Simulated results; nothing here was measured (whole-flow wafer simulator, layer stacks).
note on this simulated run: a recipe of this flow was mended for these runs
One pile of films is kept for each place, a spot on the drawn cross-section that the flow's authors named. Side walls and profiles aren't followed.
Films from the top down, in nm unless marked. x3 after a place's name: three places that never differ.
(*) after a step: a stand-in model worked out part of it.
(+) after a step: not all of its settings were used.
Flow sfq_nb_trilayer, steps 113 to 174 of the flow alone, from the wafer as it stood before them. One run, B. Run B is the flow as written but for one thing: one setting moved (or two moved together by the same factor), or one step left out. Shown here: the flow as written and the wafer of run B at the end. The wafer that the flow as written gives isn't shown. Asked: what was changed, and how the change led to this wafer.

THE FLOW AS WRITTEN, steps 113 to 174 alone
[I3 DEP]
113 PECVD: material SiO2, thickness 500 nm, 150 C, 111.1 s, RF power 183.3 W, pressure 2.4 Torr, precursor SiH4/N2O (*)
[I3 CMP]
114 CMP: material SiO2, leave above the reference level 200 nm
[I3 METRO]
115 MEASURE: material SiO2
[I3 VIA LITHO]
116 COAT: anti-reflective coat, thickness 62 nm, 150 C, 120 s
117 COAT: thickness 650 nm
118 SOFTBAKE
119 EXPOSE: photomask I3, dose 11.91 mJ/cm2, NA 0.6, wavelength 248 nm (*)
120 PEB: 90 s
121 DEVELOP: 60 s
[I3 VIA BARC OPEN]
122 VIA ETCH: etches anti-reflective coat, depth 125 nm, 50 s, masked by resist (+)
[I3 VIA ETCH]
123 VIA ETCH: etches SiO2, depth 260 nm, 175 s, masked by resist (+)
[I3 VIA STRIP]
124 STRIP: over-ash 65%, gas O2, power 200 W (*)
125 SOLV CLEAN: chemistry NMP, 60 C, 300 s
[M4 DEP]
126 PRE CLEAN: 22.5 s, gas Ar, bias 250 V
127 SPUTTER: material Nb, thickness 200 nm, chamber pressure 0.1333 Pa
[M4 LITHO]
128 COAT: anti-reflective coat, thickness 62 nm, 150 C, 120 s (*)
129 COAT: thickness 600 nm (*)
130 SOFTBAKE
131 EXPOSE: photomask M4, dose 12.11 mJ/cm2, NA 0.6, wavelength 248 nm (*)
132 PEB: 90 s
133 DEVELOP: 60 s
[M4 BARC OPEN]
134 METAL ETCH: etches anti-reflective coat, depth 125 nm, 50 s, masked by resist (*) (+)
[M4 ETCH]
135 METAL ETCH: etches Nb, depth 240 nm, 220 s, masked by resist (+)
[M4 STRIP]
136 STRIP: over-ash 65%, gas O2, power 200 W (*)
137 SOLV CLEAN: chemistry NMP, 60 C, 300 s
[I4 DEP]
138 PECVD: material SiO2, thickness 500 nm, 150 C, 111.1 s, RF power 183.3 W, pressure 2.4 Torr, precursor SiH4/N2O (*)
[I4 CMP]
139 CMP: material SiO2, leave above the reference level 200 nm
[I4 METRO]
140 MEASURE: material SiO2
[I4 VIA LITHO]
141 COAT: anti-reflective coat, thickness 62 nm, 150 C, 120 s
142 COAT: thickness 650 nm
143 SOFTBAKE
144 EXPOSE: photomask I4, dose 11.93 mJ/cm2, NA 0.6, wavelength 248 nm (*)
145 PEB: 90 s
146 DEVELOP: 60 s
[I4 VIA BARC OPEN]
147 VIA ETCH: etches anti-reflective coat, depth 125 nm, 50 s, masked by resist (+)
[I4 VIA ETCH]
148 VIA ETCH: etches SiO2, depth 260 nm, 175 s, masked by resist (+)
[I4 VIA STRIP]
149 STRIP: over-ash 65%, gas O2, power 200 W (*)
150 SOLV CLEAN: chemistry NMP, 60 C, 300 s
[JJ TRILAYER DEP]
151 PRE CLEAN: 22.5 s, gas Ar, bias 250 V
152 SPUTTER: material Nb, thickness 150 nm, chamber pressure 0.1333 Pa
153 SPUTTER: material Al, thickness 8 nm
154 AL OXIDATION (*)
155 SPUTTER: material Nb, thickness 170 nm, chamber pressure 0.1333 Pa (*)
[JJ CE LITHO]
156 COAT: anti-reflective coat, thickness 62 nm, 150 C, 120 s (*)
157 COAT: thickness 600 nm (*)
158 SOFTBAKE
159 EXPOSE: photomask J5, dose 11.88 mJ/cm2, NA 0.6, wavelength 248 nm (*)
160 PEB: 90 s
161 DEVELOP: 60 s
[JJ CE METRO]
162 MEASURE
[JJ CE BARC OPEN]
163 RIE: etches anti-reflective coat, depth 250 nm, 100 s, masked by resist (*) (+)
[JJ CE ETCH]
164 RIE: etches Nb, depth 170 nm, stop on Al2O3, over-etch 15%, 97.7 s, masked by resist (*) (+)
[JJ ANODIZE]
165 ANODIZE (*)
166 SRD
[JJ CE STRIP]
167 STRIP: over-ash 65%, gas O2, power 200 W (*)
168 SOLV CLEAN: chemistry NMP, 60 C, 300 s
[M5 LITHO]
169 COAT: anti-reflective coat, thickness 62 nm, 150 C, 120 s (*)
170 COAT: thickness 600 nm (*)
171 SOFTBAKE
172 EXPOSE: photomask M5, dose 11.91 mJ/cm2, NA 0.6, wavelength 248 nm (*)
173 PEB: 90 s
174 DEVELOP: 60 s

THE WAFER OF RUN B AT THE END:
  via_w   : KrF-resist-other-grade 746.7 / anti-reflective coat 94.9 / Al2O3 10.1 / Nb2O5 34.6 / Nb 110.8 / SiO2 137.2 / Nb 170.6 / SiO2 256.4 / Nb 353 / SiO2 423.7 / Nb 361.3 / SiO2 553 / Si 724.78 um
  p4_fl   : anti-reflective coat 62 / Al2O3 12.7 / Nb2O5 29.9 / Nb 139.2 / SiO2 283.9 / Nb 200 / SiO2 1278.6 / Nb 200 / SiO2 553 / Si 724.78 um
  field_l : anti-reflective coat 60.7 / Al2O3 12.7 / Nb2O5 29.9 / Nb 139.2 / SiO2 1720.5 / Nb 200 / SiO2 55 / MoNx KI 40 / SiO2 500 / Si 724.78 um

The cause: step 113, PECVD: 69.44 s was run, where the flow has 111.1 s.

How the change led to this, step by step:
  113 PECVD: material SiO2, thickness 500 nm, 150 C, 111.1 s, RF power 183.3 W, pressure 2.4 Torr, precursor SiH4/N2O (*)
      field_l, be, be_sur and 64 more: SiO2 +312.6 (as written it would be: SiO2 +500)
      v_sur, via_wl, via_wr and 27 more: SiO2 +312.6 (new film) (as written it would be: SiO2 +500 (new film))
      (and at 9 more places)
  114 CMP: material SiO2, leave above the reference level 200 nm
      field_l, be, be_sur and 64 more: nothing (as written it would be: SiO2 -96)
      p4_g1, p4_g2, p3_s0, p3_s1, p3_s2, p3_s3, p3_s4, p3_s5: nothing (as written it would be: SiO2 -157.1)
      (and at 31 more places)
  116 COAT: anti-reflective coat, thickness 62 nm, 150 C, 120 s
      m0r_line_l x3, m0r_line_r x3: anti-reflective coat +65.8 (new film) (as written it would be: anti-reflective coat +62 (new film))
      m0r_space_l, m0r_space_r, m6r_space_l x2, m6r_space_r x2: anti-reflective coat +84.3 (new film) (as written it would be: anti-reflective coat +62 (new film))
      (and at 75 more places)
  117 COAT: thickness 650 nm
      m0r_line_l x3, m0r_line_r x3: KrF-resist-other-grade +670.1 (new film) (as written it would be: KrF-resist-other-grade +650 (new film))
      m5r_line_l, m5r_line_r: KrF-resist-other-grade +672.2 (new film) (as written it would be: KrF-resist-other-grade +650 (new film))
      (and at 37 more places)
  121 DEVELOP: 60 s
      via_v: KrF-resist-other-grade -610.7 (all of it) (as written it would be: KrF-resist-other-grade -648.6 (all of it))
  122 VIA ETCH: etches anti-reflective coat, depth 125 nm, 50 s, masked by resist (+)
      via_v: anti-reflective coat -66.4 (all of it), SiO2 -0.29 (as written it would be: anti-reflective coat -62 (all of it), SiO2 -0.31)
  124 STRIP: over-ash 65%, gas O2, power 200 W (*)
      m0r_line_l x3, m0r_line_r x3: KrF-resist-other-grade -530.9 (all of it), anti-reflective coat -65.8 (all of it) (as written it would be: KrF-resist-other-grade -510.8 (all of it), anti-reflective coat -62 (all of it))
      m0r_space_l, m0r_space_r, m6r_space_l x2, m6r_space_r x2: KrF-resist-other-grade -515.7 (all of it), anti-reflective coat -84.3 (all of it) (as written it would be: KrF-resist-other-grade -510.8 (all of it), anti-reflective coat -62 (all of it))
      (and at 81 more places)
  127 SPUTTER: material Nb, thickness 200 nm, chamber pressure 0.1333 Pa
      via_w: Nb +170.6 (new film) (as written it would be: Nb +200 (new film))
  128 COAT: anti-reflective coat, thickness 62 nm, 150 C, 120 s (*)
      m0r_line_l x3, m0r_line_r x3: anti-reflective coat +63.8 (new film) (as written it would be: anti-reflective coat +62 (new film))
      m0r_space_l, m0r_space_r, m6r_space_l x2, m6r_space_r x2: anti-reflective coat +82.2 (new film) (as written it would be: anti-reflective coat +62 (new film))
      (and at 74 more places)
  129 COAT: thickness 600 nm (*)
      m0r_line_l x3, m0r_line_r x3: KrF-resist-other-grade +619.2 (new film) (as written it would be: KrF-resist-other-grade +600 (new film))
      m5r_line_l, m5r_line_r: KrF-resist-other-grade +620.3 (new film) (as written it would be: KrF-resist-other-grade +600 (new film))
      (and at 41 more places)
  133 DEVELOP: 60 s
      m0r_line_l x3, m0r_line_r x3: KrF-resist-other-grade -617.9 (all of it) (as written it would be: KrF-resist-other-grade -598.7 (all of it))
      m5r_line_l, m5r_line_r: KrF-resist-other-grade -619 (all of it) (as written it would be: KrF-resist-other-grade -598.7 (all of it))
      (and at 20 more places)
  134 METAL ETCH: etches anti-reflective coat, depth 125 nm, 50 s, masked by resist (*) (+)
      m0r_line_l x3, m0r_line_r x3: anti-reflective coat -63.8 (all of it) (as written it would be: anti-reflective coat -62 (all of it))
      m0r_space_l, m0r_space_r, m6r_space_l x2, m6r_space_r x2: anti-reflective coat -82.2 (all of it) (as written it would be: anti-reflective coat -62 (all of it))
      (and at 40 more places)
  136 STRIP: over-ash 65%, gas O2, power 200 W (*)
      p3_l2, p3_l3: KrF-resist-other-grade -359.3 (all of it), anti-reflective coat -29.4 (all of it) (as written it would be: KrF-resist-other-grade -364.6 (all of it), anti-reflective coat -62 (all of it))
      v_sur: KrF-resist-other-grade -330.5 (all of it), anti-reflective coat -40.8 (all of it) (as written it would be: KrF-resist-other-grade -360.6 (all of it), anti-reflective coat -64.7 (all of it))
      (and at 36 more places)
  138 PECVD: material SiO2, thickness 500 nm, 150 C, 111.1 s, RF power 183.3 W, pressure 2.4 Torr, precursor SiH4/N2O (*)
      p3_s0, p3_s1, p3_s2, p3_s3, p3_s4, p3_s5: SiO2 +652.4 (as written it would be: SiO2 +561.1)
      via_w: SiO2 +562.1 (new film) (as written it would be: SiO2 +500 (new film))
  139 CMP: material SiO2, leave above the reference level 200 nm
      lsp_r, l0_sur, l0v: nothing (as written it would be: SiO2 -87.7)
      field_l, be, be_sur and 55 more: SiO2 -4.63 (as written it would be: SiO2 -96)
      (and at 9 more places)
  148 VIA ETCH: etches SiO2, depth 260 nm, 175 s, masked by resist (+)
      via_w: SiO2 -260 (as written it would be: SiO2 -199.7 (all of it), Nb -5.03)
  ... 10 more steps ...
  170 COAT: thickness 600 nm (*)
      via_w: KrF-resist-other-grade +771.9 (new film) (as written it would be: KrF-resist-other-grade +736.5 (new film))
Counting metal films that touch as one body, via_w has 4 bodies (between them, from the top down: SiO2 137.2; SiO2 256.4; SiO2 423.7); the flow as written gives 3 bodies (between them, from the top down: SiO2 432; SiO2 423.7).
